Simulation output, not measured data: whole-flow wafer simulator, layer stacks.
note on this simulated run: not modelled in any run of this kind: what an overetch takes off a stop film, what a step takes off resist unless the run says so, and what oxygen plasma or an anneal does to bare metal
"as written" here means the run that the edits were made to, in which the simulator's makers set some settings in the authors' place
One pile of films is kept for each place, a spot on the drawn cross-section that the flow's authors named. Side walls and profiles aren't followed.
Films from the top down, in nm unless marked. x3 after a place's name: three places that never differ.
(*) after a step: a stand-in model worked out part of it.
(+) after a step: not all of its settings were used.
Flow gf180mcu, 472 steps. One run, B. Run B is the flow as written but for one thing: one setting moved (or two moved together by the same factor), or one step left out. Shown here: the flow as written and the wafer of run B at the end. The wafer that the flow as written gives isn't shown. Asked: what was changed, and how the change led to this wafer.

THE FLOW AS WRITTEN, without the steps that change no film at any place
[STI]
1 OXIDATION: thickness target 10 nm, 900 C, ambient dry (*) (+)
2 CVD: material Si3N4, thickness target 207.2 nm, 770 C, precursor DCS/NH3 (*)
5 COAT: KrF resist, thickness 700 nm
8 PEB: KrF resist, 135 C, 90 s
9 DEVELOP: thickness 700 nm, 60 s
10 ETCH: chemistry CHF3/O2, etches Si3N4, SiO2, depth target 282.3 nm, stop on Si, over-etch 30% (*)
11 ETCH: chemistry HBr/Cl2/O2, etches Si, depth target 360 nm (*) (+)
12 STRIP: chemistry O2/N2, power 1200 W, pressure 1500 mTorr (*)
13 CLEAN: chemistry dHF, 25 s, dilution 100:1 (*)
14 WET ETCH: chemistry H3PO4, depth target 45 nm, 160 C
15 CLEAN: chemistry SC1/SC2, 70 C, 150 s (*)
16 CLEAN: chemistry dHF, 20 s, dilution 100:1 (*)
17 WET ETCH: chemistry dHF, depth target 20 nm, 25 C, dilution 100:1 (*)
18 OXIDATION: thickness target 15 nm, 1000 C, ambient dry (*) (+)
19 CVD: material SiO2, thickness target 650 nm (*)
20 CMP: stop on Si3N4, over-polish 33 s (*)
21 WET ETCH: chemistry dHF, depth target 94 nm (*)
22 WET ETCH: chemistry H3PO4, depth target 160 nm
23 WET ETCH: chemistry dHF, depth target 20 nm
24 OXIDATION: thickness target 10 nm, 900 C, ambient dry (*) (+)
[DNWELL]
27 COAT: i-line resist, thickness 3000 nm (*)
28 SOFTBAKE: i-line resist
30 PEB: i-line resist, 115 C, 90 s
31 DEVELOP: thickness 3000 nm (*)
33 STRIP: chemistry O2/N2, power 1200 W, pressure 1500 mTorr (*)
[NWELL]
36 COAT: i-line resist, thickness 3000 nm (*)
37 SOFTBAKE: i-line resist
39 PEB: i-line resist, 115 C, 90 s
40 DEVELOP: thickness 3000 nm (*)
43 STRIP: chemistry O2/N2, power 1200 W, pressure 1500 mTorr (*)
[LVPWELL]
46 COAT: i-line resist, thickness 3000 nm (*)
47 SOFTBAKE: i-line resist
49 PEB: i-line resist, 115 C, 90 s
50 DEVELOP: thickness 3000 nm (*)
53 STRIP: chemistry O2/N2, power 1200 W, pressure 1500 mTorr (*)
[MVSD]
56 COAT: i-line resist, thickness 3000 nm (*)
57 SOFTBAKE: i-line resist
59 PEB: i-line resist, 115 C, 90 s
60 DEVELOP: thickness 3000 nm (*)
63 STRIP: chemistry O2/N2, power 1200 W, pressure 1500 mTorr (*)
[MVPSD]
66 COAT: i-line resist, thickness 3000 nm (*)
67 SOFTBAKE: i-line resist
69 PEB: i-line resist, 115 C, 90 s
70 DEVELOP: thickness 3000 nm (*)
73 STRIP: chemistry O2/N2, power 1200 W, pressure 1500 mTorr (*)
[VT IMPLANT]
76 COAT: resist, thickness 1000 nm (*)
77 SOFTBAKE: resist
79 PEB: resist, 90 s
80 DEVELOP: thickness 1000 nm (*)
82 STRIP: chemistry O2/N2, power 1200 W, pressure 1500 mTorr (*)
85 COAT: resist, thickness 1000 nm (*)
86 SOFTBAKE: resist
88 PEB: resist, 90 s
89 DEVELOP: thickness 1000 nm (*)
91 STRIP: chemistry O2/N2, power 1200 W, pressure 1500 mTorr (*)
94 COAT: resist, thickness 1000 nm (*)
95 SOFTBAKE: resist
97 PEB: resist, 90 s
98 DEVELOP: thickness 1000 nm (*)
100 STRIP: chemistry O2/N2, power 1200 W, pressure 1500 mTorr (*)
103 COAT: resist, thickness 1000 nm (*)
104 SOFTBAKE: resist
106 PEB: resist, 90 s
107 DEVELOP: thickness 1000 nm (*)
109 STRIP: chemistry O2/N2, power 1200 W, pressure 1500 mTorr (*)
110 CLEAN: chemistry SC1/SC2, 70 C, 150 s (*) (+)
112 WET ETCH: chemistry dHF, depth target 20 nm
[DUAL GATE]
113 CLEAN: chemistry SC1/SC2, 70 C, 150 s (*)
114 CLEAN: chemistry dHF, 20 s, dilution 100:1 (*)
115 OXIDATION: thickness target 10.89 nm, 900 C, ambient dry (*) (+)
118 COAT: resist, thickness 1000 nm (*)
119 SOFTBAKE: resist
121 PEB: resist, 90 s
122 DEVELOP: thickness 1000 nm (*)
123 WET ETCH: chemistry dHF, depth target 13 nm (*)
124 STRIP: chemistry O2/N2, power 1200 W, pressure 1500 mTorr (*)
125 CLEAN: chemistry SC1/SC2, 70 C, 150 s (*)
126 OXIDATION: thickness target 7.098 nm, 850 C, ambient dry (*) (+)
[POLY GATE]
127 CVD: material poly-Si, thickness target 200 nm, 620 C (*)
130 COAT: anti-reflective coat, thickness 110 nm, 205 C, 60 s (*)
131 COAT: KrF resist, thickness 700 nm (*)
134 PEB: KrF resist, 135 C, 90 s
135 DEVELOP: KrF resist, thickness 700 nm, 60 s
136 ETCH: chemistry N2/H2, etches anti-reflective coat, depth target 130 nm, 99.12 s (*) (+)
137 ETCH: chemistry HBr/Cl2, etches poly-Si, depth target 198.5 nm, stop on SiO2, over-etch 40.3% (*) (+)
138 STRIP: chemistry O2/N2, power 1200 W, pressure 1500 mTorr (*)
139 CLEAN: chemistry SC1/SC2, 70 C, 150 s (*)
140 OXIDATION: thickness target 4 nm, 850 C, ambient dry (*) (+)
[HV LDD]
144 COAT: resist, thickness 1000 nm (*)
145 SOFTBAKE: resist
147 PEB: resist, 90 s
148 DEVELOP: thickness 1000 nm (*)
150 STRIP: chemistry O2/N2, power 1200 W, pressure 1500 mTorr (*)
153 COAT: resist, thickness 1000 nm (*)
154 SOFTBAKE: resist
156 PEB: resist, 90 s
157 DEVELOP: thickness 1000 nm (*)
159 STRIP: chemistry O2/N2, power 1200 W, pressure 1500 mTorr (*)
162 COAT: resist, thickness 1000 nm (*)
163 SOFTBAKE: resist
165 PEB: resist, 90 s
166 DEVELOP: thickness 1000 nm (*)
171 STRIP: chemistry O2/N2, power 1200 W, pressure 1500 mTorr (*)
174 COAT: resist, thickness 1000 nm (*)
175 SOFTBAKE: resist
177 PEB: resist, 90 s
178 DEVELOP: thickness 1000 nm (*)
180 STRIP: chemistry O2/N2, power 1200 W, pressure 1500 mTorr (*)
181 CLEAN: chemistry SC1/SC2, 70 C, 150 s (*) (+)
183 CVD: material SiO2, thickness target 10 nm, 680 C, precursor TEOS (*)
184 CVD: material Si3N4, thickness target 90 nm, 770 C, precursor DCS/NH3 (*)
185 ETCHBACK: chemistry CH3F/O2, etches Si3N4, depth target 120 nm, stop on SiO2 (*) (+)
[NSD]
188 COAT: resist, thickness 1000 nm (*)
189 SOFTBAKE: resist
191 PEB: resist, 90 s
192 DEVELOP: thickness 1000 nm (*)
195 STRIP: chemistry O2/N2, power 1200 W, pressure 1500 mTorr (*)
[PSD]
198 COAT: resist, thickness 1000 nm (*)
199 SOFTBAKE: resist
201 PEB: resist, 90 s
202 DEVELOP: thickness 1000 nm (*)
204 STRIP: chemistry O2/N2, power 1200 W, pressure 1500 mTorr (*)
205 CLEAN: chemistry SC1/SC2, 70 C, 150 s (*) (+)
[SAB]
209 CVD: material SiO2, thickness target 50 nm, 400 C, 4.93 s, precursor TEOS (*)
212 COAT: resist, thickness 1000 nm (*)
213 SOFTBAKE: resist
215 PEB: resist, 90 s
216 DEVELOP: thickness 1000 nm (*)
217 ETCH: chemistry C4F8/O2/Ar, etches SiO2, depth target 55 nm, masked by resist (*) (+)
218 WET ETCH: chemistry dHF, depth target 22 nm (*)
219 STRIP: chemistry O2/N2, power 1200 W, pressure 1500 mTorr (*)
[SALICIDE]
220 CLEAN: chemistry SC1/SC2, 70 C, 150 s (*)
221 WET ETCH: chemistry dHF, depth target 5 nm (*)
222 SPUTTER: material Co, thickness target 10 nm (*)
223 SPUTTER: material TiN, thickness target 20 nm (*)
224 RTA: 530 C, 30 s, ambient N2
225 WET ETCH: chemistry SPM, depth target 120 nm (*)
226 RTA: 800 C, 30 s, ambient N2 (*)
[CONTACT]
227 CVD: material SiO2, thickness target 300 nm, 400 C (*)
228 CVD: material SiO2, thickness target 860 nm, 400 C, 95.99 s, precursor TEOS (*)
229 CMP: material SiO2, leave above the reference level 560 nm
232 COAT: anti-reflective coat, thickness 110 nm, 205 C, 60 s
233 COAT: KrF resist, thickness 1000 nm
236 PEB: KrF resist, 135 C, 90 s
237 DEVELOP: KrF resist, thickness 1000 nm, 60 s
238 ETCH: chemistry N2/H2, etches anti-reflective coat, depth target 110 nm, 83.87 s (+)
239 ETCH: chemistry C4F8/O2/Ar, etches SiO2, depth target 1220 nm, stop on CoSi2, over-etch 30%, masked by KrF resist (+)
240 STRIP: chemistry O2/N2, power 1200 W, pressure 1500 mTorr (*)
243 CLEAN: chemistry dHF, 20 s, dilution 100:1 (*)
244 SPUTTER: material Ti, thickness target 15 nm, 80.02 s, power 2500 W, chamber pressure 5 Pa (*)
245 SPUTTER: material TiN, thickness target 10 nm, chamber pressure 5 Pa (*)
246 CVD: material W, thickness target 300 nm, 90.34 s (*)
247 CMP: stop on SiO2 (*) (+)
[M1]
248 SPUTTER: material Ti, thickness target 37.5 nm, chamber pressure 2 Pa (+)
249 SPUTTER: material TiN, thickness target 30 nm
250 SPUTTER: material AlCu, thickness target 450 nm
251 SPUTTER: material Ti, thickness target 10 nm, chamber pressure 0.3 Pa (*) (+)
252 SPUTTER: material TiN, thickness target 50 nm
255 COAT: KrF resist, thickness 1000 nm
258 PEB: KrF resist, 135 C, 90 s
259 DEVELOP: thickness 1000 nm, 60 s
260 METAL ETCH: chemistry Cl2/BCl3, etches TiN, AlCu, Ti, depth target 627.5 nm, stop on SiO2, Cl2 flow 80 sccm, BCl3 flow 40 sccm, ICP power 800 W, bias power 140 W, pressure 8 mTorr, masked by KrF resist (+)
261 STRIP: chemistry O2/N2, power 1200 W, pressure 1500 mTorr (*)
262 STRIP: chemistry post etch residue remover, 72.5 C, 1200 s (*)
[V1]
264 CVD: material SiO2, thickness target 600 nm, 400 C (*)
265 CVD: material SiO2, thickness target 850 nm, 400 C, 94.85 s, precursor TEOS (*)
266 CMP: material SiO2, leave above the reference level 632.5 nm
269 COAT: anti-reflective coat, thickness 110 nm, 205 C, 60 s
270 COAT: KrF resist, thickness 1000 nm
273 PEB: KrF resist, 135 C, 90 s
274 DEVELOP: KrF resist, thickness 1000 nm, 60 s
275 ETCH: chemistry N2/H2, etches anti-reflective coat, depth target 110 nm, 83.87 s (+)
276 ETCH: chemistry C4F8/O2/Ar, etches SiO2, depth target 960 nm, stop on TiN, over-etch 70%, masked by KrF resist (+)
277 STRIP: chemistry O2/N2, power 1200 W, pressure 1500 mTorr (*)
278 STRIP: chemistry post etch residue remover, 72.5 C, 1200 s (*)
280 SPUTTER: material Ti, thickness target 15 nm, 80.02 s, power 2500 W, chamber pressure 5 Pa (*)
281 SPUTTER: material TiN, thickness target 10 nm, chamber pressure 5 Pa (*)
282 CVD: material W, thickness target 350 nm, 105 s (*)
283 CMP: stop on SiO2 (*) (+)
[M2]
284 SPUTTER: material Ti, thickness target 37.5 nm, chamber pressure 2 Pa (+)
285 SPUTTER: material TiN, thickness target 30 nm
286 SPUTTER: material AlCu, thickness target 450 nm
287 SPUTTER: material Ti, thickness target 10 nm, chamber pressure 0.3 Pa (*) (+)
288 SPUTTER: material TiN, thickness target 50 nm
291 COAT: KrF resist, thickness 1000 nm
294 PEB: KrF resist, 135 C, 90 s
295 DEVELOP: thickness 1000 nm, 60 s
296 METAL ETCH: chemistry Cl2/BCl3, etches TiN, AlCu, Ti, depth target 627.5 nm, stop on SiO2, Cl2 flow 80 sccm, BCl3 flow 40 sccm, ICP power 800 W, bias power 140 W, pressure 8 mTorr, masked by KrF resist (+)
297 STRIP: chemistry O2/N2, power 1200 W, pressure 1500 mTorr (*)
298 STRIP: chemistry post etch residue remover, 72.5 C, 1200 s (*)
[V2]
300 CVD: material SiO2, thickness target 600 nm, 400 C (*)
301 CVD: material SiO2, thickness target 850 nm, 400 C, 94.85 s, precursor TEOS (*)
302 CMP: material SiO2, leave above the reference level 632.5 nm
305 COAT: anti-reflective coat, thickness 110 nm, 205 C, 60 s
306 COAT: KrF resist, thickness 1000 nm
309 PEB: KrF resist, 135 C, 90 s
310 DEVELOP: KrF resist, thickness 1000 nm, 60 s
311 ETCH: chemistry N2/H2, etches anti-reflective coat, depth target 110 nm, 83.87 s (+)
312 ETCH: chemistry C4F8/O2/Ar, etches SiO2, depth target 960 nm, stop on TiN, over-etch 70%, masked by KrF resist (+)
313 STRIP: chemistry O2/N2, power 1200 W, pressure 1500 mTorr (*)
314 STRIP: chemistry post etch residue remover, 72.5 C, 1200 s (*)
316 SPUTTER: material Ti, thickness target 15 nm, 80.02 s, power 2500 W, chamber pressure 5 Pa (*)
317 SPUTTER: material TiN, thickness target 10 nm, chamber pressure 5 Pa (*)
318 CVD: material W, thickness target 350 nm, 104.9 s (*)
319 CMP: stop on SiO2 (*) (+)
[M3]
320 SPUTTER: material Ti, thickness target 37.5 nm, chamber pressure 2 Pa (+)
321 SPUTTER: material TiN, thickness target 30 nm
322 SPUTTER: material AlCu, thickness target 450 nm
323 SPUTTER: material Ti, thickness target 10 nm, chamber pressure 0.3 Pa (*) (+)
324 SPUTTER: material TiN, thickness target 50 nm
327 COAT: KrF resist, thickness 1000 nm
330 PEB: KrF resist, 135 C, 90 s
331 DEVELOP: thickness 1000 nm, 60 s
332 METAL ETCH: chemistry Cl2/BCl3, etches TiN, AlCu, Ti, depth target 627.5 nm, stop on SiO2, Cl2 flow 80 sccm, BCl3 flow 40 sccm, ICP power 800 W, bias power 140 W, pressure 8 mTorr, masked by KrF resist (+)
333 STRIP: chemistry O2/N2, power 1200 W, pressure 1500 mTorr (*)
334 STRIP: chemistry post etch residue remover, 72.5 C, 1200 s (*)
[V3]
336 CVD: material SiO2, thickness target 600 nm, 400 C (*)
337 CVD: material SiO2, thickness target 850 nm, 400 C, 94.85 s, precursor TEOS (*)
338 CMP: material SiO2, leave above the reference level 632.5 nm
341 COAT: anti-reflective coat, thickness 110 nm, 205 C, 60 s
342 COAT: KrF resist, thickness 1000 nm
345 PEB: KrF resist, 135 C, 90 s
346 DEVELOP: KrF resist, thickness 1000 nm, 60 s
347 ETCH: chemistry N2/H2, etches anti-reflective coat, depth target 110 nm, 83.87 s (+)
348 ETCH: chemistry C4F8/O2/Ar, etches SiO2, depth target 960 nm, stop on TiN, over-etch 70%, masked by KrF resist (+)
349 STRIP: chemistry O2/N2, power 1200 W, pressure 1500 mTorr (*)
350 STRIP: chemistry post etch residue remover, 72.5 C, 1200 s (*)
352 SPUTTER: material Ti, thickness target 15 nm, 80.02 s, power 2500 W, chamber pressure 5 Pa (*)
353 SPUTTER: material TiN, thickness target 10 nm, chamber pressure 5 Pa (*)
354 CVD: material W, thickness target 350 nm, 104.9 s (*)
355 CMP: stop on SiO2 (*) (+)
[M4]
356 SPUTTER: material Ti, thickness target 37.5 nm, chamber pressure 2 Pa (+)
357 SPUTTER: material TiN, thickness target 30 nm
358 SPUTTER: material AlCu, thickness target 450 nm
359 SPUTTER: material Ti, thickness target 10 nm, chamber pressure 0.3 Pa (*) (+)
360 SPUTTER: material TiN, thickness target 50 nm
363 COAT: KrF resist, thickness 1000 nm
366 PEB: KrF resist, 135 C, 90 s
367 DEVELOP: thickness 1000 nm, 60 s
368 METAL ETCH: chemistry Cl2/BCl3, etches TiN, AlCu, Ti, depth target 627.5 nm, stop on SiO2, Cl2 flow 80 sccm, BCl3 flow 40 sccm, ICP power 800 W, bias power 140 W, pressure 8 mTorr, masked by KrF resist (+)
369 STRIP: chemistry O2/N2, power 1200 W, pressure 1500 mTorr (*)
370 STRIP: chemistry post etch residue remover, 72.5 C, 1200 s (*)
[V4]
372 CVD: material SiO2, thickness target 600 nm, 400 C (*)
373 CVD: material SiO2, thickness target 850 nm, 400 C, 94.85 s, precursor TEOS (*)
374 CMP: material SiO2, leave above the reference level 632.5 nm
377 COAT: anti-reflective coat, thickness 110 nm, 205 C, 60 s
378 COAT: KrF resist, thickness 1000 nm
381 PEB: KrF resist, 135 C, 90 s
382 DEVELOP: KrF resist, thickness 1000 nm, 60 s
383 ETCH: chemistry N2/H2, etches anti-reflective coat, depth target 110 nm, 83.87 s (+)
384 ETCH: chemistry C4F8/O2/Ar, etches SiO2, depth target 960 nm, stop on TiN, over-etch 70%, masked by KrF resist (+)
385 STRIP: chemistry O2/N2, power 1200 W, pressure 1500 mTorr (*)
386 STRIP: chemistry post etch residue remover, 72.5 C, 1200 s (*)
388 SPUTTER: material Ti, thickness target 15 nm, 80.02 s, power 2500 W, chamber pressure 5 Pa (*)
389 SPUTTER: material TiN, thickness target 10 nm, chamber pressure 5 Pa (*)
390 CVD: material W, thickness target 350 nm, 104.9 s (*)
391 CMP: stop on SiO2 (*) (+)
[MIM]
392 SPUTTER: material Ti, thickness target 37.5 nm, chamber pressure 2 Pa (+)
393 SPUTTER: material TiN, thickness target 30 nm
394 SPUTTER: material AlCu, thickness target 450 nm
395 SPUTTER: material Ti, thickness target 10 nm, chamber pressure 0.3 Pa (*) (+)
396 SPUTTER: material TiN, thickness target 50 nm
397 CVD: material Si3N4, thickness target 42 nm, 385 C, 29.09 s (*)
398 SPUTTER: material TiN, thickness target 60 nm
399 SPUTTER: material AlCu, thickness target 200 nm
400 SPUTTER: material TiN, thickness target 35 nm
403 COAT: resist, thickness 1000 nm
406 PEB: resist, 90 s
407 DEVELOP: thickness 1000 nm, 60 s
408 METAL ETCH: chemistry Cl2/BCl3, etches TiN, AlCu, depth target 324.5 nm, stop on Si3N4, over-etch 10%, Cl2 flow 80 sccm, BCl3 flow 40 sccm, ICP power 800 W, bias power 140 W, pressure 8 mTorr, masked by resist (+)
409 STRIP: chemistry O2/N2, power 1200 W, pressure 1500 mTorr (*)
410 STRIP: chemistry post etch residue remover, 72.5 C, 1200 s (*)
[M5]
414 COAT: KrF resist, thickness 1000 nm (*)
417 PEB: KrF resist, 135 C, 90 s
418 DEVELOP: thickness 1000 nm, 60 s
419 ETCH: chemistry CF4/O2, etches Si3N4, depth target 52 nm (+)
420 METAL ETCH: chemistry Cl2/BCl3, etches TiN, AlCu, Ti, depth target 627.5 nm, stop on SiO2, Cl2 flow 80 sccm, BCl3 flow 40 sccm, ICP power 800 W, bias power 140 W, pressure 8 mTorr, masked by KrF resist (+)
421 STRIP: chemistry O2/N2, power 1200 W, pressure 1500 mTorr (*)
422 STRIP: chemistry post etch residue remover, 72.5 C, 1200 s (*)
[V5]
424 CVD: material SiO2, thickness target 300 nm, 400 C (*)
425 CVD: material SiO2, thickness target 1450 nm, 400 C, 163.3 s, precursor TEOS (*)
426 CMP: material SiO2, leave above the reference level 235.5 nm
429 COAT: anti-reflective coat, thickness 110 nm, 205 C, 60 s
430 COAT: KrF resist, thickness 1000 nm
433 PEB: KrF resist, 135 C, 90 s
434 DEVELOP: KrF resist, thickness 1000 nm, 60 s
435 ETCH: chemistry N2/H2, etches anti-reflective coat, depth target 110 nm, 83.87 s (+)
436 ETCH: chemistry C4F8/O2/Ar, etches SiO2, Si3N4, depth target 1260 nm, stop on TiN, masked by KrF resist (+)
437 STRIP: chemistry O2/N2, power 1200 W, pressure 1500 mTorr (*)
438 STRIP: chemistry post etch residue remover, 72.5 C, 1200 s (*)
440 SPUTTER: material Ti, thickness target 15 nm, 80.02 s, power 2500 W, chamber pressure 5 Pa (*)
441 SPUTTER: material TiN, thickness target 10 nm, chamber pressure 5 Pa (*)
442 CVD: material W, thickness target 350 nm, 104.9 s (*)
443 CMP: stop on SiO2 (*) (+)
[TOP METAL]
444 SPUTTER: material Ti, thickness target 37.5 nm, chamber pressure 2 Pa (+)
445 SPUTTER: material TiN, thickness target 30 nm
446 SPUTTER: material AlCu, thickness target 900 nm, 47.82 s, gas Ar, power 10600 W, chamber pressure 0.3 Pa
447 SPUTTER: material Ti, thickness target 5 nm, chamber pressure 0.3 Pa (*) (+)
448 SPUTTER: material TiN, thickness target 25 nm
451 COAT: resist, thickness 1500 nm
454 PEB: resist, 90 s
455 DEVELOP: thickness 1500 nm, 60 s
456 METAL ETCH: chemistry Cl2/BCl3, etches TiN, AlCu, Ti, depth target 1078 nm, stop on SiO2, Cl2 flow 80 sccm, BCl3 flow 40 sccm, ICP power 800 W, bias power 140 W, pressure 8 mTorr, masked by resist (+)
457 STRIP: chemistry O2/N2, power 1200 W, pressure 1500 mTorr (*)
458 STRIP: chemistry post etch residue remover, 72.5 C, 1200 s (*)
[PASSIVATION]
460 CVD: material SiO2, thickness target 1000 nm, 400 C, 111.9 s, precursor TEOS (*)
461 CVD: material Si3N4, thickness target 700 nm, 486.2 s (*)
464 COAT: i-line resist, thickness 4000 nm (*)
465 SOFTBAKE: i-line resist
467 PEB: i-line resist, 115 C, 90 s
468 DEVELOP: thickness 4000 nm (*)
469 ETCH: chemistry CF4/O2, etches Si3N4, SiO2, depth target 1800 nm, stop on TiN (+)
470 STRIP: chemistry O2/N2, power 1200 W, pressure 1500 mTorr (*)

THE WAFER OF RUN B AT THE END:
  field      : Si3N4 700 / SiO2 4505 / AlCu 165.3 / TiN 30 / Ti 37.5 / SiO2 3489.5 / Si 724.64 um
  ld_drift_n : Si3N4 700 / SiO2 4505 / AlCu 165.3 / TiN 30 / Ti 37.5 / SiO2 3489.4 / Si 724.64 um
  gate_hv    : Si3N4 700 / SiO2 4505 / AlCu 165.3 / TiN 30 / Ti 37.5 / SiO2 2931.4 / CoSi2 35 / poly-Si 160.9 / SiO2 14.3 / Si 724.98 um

The cause: step 324, SPUTTER: thickness target 25 nm was run, where the flow has thickness target 50 nm; step 332, METAL ETCH: depth target 314 nm was run, where the flow has depth target 627.5 nm.

How the change led to this, step by step:
  324 SPUTTER: material TiN, thickness target 50 nm
      field, field__w1, field__w2 and 108 more: TiN +25 (new film) (as written it would be: TiN +50 (new film))
  332 METAL ETCH: chemistry Cl2/BCl3, etches TiN, AlCu, Ti, depth target 627.5 nm, stop on SiO2, Cl2 flow 80 sccm, BCl3 flow 40 sccm, ICP power 800 W, bias power 140 W, pressure 8 mTorr, masked by KrF resist (+)
      field, field__w1, field__w2 and 103 more: TiN -25 (all of it), Ti -10 (all of it), AlCu -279 (as written it would be: TiN -50 (all of it), Ti -10 (all of it), AlCu -450 (all of it), TiN -30 (all of it), Ti -37.5 (all of it))
      field__w8, contact, m1, m1__w1, m1_nw: KrF resist -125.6 (as written it would be: KrF resist -251)
  333 STRIP: chemistry O2/N2, power 1200 W, pressure 1500 mTorr (*)
      field__w8, contact, m1, m1__w1, m1_nw: KrF resist -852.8 (all of it) (as written it would be: KrF resist -727.4 (all of it))
  334 STRIP: chemistry post etch residue remover, 72.5 C, 1200 s (*)
      field, field__w1, field__w2 and 103 more: AlCu -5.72 (as written it would be: nothing)
  336 CVD: material SiO2, thickness target 600 nm, 400 C (*)
      field, field__w1, field__w2 and 103 more: SiO2 +600 (new film) (as written it would be: SiO2 +600)
  338 CMP: material SiO2, leave above the reference level 632.5 nm
      field, field__w1, field__w2 and 103 more: SiO2 -532.8 (as written it would be: SiO2 -300)
      field__w8, contact, m1, m1__w1, m1_nw: SiO2 -852.1 (as written it would be: SiO2 -877.1)
  348 ETCH: chemistry C4F8/O2/Ar, etches SiO2, depth target 960 nm, stop on TiN, over-etch 70%, masked by KrF resist (+)
      contact: SiO2 -597.1 (all of it) (as written it would be: SiO2 -572.1 (all of it))
  354 CVD: material W, thickness target 350 nm, 104.9 s (*)
      contact: W +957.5 (new film) (as written it would be: W +932.3 (new film))
Counting metal films that touch as one body, field has 1 body; the flow as written gives 0 bodies.
Counting metal films that touch as one body, ld_drift_n has 1 body; the flow as written gives 0 bodies.
Counting metal films that touch as one body, gate_hv has 2 bodies (between them, from the top down: SiO2 2931.4); the flow as written gives 1 body.
